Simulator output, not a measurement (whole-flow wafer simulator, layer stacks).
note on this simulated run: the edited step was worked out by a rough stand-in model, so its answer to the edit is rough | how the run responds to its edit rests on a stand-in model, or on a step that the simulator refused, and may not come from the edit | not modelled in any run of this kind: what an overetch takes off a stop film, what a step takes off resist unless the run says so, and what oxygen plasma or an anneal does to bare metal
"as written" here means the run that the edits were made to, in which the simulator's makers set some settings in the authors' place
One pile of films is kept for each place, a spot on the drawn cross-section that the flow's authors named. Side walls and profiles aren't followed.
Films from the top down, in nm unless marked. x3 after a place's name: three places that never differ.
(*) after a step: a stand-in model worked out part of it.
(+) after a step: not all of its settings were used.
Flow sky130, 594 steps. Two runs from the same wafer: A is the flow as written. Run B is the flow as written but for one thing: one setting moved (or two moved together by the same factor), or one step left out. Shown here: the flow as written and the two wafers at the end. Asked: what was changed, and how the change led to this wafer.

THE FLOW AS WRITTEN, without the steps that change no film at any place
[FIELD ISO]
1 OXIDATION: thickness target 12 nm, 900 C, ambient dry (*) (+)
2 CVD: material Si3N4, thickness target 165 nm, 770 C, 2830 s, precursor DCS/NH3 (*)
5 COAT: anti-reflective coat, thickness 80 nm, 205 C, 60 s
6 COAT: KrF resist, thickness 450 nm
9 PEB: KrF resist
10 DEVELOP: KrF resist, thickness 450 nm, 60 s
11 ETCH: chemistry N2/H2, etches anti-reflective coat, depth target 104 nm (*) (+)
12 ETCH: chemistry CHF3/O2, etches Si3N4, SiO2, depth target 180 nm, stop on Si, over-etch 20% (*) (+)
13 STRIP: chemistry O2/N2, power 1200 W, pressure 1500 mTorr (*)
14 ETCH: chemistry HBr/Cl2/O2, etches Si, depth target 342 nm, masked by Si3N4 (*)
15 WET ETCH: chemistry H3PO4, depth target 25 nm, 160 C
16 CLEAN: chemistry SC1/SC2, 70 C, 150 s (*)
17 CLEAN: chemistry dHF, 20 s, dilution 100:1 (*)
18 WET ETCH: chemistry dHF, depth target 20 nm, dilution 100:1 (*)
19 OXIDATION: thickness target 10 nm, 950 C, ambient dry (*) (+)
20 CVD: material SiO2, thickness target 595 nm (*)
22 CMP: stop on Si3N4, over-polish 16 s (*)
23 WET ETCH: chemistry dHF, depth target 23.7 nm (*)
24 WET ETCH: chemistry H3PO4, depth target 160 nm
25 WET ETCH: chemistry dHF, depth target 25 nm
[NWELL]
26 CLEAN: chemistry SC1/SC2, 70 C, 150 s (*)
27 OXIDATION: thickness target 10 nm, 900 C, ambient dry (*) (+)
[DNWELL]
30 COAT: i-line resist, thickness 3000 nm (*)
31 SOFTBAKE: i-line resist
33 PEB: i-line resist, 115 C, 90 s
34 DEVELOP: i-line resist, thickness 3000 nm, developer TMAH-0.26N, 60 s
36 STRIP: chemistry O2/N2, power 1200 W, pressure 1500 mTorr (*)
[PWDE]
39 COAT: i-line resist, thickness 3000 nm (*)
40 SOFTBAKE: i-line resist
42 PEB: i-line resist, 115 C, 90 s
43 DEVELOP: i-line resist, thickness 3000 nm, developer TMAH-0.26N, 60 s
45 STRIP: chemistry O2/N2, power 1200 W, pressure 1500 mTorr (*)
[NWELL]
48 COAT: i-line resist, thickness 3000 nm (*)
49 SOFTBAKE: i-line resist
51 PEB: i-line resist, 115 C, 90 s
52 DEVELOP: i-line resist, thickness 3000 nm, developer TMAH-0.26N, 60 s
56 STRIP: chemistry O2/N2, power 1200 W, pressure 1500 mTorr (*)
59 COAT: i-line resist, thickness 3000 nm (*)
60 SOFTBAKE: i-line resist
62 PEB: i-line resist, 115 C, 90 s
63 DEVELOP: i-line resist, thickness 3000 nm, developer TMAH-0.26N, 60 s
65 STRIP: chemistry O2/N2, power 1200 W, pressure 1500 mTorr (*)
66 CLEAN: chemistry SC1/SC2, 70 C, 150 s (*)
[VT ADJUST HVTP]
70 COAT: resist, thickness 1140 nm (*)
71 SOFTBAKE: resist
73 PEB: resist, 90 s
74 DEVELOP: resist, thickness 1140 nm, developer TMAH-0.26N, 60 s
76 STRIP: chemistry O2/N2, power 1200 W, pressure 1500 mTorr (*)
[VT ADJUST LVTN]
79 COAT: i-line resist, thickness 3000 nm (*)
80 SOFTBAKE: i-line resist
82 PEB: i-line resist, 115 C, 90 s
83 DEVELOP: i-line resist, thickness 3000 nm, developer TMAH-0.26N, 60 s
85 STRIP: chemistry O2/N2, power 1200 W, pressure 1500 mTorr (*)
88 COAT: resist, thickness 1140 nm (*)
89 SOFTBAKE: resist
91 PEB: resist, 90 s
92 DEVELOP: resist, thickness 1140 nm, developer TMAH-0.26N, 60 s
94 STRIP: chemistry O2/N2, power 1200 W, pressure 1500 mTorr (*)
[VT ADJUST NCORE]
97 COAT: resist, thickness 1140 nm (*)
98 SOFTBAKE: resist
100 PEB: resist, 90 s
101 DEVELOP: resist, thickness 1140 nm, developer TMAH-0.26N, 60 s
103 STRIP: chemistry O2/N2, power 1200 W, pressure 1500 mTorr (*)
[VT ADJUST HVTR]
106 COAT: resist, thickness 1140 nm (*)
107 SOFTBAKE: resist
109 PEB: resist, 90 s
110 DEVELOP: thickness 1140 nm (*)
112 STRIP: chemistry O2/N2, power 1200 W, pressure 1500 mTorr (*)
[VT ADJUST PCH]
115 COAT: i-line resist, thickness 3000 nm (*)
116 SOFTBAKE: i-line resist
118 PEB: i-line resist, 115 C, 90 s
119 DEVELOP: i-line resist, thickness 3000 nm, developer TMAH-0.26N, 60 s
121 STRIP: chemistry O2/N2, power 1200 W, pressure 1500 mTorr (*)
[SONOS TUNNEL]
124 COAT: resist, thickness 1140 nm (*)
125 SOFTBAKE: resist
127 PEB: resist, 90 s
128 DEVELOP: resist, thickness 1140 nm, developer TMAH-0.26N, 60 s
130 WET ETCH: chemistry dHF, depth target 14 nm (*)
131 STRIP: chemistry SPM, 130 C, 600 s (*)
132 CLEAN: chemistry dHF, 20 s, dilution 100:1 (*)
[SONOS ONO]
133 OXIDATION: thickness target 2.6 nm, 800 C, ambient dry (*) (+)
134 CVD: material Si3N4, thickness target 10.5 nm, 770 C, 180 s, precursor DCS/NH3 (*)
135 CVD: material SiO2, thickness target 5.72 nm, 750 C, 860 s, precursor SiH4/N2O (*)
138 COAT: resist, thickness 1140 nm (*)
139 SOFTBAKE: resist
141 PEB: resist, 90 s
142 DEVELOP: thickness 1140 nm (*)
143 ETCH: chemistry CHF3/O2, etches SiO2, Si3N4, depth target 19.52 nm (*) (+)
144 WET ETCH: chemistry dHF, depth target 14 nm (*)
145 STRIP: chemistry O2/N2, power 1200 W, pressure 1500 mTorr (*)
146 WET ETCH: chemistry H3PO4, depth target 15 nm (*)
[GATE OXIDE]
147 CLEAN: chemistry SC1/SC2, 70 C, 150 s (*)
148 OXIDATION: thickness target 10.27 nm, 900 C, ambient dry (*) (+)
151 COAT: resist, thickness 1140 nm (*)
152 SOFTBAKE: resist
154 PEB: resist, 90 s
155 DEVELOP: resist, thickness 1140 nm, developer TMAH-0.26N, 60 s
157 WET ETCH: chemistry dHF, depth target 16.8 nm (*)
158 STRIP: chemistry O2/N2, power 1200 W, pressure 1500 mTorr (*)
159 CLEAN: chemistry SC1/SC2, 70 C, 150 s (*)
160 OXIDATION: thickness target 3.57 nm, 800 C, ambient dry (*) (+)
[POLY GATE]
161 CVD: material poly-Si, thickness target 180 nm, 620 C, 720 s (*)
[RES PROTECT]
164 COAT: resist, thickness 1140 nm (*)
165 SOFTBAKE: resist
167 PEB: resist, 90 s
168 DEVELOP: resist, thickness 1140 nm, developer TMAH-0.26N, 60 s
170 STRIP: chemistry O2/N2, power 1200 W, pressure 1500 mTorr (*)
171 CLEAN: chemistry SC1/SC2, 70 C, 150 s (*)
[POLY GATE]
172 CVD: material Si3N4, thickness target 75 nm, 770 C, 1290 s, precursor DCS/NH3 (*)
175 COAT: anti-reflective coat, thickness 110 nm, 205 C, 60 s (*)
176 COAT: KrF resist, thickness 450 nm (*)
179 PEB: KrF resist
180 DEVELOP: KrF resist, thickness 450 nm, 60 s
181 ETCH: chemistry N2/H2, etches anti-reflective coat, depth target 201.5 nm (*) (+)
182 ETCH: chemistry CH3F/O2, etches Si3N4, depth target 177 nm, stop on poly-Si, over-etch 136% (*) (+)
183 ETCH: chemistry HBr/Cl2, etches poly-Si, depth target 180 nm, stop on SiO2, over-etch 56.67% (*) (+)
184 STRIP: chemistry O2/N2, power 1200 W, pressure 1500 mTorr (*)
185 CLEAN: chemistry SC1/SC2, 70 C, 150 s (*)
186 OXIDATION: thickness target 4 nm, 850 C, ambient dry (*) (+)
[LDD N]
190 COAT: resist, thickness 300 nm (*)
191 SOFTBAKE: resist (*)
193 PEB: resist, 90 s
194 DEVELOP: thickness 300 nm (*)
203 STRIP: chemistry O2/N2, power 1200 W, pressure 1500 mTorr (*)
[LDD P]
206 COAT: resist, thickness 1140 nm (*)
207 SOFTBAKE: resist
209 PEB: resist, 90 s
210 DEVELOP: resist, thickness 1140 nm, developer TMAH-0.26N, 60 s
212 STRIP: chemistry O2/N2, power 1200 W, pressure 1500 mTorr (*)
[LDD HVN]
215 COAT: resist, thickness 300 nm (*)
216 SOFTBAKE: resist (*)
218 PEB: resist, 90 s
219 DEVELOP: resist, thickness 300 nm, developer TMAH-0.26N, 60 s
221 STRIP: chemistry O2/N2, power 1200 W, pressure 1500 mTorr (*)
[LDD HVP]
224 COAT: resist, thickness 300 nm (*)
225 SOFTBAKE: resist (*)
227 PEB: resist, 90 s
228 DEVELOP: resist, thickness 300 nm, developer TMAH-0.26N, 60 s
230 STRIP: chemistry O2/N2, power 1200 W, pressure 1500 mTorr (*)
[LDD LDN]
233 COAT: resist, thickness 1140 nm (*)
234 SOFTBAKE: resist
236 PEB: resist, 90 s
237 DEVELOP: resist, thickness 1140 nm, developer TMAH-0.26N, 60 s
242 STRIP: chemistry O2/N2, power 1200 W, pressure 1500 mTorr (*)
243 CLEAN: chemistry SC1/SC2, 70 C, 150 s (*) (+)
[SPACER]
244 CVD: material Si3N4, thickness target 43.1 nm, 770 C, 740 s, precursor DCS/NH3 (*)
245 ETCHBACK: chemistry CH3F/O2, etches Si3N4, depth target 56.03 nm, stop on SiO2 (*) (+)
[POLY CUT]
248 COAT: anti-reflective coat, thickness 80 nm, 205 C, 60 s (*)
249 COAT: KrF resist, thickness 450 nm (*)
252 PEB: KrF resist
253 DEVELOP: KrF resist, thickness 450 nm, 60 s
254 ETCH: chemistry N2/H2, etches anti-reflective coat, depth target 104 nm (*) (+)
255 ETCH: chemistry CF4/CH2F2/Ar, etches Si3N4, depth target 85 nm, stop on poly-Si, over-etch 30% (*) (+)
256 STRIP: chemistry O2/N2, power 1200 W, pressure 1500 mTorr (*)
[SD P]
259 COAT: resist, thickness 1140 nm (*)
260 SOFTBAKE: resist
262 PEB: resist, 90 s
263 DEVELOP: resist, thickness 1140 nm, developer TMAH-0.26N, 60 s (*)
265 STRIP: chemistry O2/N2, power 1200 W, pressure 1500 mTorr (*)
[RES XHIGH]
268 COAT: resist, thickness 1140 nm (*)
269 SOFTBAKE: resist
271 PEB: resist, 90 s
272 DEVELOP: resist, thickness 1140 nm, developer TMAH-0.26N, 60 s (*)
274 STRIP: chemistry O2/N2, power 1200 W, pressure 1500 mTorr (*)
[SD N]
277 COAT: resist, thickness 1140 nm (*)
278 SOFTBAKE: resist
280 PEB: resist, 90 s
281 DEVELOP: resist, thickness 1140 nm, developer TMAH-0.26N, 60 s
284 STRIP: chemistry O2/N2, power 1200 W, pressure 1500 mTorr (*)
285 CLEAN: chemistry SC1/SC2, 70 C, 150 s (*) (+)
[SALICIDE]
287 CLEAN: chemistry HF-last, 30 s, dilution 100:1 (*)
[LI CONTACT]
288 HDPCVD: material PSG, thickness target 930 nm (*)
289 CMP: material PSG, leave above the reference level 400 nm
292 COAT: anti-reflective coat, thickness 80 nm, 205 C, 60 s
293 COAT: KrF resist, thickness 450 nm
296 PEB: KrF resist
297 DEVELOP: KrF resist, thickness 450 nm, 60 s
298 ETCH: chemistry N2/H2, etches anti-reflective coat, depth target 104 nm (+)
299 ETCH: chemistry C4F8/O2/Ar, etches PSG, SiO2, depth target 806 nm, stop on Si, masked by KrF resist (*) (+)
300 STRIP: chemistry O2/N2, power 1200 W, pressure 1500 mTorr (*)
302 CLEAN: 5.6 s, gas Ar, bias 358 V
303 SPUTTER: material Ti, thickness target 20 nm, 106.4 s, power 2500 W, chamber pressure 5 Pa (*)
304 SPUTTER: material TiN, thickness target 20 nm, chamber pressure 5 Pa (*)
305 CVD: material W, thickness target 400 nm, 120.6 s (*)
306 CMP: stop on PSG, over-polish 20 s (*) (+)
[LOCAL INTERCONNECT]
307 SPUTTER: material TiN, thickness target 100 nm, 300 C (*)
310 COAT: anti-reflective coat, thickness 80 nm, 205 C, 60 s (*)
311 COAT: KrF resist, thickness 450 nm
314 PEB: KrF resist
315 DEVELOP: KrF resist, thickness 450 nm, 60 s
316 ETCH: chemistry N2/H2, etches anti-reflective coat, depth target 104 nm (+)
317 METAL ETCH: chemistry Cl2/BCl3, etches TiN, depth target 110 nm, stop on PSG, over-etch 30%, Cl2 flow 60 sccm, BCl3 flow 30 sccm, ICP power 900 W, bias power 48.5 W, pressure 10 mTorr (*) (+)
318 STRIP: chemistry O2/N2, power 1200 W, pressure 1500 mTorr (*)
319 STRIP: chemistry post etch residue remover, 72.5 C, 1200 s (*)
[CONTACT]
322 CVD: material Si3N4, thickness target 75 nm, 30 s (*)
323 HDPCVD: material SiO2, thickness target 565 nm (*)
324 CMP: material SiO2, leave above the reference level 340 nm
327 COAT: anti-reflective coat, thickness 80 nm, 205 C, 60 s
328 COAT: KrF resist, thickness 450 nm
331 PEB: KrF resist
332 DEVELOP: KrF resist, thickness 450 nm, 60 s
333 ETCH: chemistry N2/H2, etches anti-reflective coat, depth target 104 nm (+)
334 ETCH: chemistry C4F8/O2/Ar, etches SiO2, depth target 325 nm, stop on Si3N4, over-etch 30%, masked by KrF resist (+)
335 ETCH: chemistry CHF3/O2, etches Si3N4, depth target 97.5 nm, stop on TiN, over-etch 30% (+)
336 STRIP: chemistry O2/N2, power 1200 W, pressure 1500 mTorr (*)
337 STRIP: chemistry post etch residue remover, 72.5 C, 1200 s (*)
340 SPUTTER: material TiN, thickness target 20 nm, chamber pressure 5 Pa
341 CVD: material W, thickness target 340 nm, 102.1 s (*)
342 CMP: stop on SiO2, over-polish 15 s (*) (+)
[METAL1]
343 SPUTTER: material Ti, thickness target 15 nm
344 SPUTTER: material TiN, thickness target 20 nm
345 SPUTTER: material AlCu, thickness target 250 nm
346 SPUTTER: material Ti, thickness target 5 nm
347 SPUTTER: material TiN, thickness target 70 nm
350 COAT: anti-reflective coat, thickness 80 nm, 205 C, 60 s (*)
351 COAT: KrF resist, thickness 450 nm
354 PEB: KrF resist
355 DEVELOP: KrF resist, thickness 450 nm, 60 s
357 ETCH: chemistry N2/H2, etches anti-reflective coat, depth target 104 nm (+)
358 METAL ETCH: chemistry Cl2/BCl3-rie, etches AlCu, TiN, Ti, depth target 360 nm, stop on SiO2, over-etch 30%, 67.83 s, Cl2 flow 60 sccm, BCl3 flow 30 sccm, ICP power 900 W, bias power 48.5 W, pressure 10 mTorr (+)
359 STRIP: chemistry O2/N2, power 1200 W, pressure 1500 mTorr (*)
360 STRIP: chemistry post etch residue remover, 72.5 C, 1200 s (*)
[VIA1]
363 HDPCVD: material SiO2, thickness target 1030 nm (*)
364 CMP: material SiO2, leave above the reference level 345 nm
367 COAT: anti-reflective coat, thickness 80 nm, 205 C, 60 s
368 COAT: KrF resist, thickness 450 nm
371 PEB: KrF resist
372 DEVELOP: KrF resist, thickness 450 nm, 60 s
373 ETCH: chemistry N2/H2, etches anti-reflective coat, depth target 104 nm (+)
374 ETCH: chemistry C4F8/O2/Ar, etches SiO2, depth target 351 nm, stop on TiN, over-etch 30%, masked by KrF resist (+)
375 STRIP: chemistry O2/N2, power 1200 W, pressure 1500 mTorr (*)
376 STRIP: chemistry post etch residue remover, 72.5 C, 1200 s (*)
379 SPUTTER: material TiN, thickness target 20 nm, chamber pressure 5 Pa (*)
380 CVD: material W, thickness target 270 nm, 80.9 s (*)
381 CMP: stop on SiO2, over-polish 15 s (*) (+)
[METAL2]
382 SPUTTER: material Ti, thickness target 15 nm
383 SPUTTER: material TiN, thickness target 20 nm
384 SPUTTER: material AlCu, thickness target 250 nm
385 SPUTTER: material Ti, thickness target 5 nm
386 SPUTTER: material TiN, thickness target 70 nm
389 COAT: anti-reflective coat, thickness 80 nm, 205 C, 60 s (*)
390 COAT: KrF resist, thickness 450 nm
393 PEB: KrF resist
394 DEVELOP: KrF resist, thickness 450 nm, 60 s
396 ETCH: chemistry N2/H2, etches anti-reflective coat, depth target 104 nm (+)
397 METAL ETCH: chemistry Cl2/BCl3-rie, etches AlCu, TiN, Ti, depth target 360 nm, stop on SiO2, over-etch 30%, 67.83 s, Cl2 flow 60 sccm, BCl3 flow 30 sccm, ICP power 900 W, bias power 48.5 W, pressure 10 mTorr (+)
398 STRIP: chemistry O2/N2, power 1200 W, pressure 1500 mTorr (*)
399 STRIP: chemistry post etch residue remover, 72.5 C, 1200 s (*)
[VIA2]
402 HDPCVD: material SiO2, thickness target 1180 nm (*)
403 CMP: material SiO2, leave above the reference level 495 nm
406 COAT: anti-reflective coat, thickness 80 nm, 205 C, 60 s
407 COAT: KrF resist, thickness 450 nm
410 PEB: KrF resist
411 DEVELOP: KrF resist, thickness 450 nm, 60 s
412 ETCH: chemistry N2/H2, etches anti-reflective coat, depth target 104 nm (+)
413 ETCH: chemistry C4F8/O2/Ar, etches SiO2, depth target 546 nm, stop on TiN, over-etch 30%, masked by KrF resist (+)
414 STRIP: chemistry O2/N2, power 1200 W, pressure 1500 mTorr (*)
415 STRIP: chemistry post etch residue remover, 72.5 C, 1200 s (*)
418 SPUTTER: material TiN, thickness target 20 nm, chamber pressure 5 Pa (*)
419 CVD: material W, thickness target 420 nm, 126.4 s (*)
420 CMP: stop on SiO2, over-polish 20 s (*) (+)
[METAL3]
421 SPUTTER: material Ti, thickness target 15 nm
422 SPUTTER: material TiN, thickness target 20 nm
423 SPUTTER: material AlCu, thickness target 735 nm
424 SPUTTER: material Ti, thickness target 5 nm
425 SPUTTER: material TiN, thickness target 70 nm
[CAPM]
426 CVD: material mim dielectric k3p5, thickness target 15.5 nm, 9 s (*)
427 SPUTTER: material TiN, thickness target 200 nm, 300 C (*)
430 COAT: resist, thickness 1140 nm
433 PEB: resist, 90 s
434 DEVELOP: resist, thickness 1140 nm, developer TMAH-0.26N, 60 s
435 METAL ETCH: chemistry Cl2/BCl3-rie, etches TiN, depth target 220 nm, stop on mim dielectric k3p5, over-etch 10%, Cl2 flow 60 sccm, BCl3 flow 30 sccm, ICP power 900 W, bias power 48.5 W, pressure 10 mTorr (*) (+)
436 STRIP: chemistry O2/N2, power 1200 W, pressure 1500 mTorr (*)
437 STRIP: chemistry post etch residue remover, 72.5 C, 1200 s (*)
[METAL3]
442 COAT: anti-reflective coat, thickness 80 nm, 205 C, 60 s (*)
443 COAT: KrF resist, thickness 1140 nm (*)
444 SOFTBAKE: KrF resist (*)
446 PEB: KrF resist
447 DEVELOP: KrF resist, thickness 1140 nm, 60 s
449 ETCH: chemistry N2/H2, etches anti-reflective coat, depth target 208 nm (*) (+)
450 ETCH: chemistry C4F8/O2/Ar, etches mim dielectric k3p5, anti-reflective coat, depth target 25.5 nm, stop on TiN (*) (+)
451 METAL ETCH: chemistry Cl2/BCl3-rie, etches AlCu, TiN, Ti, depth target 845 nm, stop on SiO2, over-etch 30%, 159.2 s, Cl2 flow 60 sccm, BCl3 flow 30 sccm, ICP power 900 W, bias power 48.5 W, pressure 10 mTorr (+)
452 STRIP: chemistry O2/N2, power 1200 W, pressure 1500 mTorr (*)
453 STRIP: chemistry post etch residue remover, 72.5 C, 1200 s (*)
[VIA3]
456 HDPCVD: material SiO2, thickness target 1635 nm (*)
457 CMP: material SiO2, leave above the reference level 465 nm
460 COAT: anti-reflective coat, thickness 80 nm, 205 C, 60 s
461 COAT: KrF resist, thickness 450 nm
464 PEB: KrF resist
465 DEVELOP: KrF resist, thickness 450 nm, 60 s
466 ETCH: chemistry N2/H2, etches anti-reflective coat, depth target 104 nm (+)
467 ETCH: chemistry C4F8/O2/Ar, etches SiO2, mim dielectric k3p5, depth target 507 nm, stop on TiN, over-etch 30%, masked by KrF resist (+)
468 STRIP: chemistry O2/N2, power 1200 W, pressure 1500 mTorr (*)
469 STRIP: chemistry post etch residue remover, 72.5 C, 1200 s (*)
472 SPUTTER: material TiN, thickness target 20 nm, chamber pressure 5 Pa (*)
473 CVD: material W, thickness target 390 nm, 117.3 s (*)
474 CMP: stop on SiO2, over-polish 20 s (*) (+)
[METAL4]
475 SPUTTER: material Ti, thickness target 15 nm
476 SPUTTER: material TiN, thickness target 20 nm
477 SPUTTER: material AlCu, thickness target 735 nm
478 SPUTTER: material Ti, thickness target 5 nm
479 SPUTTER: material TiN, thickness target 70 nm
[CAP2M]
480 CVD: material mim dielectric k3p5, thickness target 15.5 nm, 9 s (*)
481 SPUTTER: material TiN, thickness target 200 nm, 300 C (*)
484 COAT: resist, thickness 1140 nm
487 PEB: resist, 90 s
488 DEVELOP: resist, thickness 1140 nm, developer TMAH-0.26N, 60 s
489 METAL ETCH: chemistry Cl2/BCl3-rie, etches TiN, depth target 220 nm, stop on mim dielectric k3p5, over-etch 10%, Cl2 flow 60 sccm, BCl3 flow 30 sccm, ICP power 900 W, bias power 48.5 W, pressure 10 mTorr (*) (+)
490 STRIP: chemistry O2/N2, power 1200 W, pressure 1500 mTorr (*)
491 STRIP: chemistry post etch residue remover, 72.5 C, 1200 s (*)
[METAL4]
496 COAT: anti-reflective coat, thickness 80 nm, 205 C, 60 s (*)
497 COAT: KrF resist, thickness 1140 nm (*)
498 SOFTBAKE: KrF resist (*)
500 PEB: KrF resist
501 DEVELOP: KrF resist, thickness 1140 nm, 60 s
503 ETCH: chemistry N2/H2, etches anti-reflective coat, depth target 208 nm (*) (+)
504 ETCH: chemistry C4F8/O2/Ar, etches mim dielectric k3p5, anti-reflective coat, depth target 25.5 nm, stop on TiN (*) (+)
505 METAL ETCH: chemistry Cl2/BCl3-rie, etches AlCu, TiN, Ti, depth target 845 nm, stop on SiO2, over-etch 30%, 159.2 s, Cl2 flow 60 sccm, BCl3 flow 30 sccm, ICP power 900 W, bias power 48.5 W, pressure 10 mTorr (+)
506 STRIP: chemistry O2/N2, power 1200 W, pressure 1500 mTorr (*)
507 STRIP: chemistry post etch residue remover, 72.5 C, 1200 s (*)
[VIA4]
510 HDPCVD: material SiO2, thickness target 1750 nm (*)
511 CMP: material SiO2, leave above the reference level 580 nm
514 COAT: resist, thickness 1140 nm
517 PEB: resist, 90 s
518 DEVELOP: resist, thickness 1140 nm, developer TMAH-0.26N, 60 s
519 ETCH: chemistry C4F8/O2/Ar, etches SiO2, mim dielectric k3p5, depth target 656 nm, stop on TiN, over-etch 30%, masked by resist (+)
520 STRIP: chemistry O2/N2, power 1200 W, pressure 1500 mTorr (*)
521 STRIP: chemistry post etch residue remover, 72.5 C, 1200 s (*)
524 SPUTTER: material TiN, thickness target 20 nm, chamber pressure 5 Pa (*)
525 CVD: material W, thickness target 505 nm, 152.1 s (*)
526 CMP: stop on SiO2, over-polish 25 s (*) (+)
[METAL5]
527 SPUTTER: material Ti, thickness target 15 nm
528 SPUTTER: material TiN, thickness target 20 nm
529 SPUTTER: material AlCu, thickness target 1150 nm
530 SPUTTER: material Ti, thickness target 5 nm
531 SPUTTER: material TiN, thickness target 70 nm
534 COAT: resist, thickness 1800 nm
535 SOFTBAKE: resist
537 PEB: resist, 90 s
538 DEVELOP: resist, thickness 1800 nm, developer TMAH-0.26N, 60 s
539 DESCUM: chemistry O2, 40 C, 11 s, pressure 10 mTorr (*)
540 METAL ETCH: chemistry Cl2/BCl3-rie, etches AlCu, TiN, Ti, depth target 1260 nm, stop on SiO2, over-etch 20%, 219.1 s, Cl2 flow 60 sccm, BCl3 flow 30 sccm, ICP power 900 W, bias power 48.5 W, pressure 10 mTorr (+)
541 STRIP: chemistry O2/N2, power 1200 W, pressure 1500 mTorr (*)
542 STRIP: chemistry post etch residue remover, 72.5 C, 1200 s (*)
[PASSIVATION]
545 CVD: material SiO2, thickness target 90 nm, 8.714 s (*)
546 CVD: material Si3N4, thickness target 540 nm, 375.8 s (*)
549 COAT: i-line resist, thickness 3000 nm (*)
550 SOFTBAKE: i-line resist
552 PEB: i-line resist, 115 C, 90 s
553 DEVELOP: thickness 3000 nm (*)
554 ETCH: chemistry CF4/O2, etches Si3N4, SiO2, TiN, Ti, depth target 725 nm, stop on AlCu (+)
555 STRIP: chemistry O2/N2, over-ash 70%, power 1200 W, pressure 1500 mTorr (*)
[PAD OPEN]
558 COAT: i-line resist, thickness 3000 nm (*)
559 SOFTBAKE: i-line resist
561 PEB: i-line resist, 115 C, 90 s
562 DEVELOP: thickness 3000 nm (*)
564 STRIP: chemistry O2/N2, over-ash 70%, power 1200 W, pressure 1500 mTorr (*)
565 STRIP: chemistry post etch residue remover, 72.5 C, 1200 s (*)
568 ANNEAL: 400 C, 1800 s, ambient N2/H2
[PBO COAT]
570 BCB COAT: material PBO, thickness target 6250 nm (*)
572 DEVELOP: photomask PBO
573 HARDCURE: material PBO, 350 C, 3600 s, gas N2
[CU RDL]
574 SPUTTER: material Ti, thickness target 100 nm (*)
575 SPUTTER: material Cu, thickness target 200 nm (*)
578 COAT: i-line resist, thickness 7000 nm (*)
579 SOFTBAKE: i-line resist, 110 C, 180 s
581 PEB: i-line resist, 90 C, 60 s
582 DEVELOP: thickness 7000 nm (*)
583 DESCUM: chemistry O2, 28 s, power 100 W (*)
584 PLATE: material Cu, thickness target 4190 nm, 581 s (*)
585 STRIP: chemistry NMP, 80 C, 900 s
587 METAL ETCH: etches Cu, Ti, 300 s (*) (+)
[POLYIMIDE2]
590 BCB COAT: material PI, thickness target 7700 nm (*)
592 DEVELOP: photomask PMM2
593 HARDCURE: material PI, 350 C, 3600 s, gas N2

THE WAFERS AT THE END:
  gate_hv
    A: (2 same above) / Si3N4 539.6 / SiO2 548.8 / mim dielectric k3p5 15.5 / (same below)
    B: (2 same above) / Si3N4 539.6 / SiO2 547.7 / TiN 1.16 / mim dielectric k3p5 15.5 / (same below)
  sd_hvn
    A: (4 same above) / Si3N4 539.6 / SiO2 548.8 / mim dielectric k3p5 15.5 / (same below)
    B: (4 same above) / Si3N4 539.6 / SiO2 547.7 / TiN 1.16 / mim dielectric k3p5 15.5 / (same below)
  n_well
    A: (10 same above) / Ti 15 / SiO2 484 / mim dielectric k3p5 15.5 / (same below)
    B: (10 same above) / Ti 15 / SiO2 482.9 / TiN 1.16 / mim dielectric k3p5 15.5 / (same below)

The cause: step 489, METAL ETCH: depth target 198 nm was run, where the flow has depth target 220 nm.

How the change led to this, step by step:
  489 METAL ETCH: chemistry Cl2/BCl3-rie, etches TiN, depth target 220 nm, stop on mim dielectric k3p5, over-etch 10%, Cl2 flow 60 sccm, BCl3 flow 30 sccm, ICP power 900 W, bias power 48.5 W, pressure 10 mTorr (*) (+)
      field, active, n_well and 188 more: A TiN -200 (all of it) | B TiN -198
      mim2: A resist -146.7 | B resist -132
  503 ETCH: chemistry N2/H2, etches anti-reflective coat, depth target 208 nm (*) (+)
      iso_guard, iso_guard__w1, vpp_sp and 71 more: A anti-reflective coat -80 (all of it) | B anti-reflective coat -80 (all of it), TiN -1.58 (all of it)
      field, active, gate, spacer, sonos_cell, sonos_guard, sonos_guard_hv: A anti-reflective coat -79.9 (all of it) | B anti-reflective coat -79.9 (all of it), TiN -1.58 (all of it)
      (and at 7 more places)
  519 ETCH: chemistry C4F8/O2/Ar, etches SiO2, mim dielectric k3p5, depth target 656 nm, stop on TiN, over-etch 30%, masked by resist (+)
      m1: A SiO2 -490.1 (all of it), mim dielectric k3p5 -15.5 (all of it) | B SiO2 -489 (all of it)
      via4_hole: A SiO2 -489.5 (all of it), mim dielectric k3p5 -15.5 (all of it) | B SiO2 -488.3 (all of it)
      (and at 191 more places)
Counting metal films that touch as one body, gate_hv has 6 bodies (between them, from the top down: mim dielectric k3p5 15.5; SiO2 370.1 / mim dielectric k3p5 15.5; SiO2 416; SiO2 267.2; SiO2 261.8 / Si3N4 75); the flow as written gives 5 bodies (between them, from the top down: SiO2 370.1 / mim dielectric k3p5 15.5; SiO2 416; SiO2 267.2; SiO2 261.8 / Si3N4 75).
Counting metal films that touch as one body, sd_hvn has 7 bodies (between them, from the top down: PBO 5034 / Si3N4 539.6 / SiO2 547.7; mim dielectric k3p5 15.5; SiO2 370.1 / mim dielectric k3p5 15.5; SiO2 416; SiO2 267.2; SiO2 261.8 / Si3N4 75); the flow as written gives 6 bodies (between them, from the top down: PBO 5034 / Si3N4 539.6 / SiO2 548.8 / mim dielectric k3p5 15.5; SiO2 370.1 / mim dielectric k3p5 15.5; SiO2 416; SiO2 267.2; SiO2 261.8 / Si3N4 75).
Counting metal films that touch as one body, n_well has 8 bodies (between them, from the top down: PBO 3975 / Si3N4 539.6 / SiO2 90; SiO2 482.9; mim dielectric k3p5 15.5; SiO2 370.1 / mim dielectric k3p5 15.5; SiO2 416; SiO2 267.2; SiO2 261.8 / Si3N4 75); the flow as written gives 7 bodies (between them, from the top down: PBO 3975 / Si3N4 539.6 / SiO2 90; SiO2 484 / mim dielectric k3p5 15.5; SiO2 370.1 / mim dielectric k3p5 15.5; SiO2 416; SiO2 267.2; SiO2 261.8 / Si3N4 75).
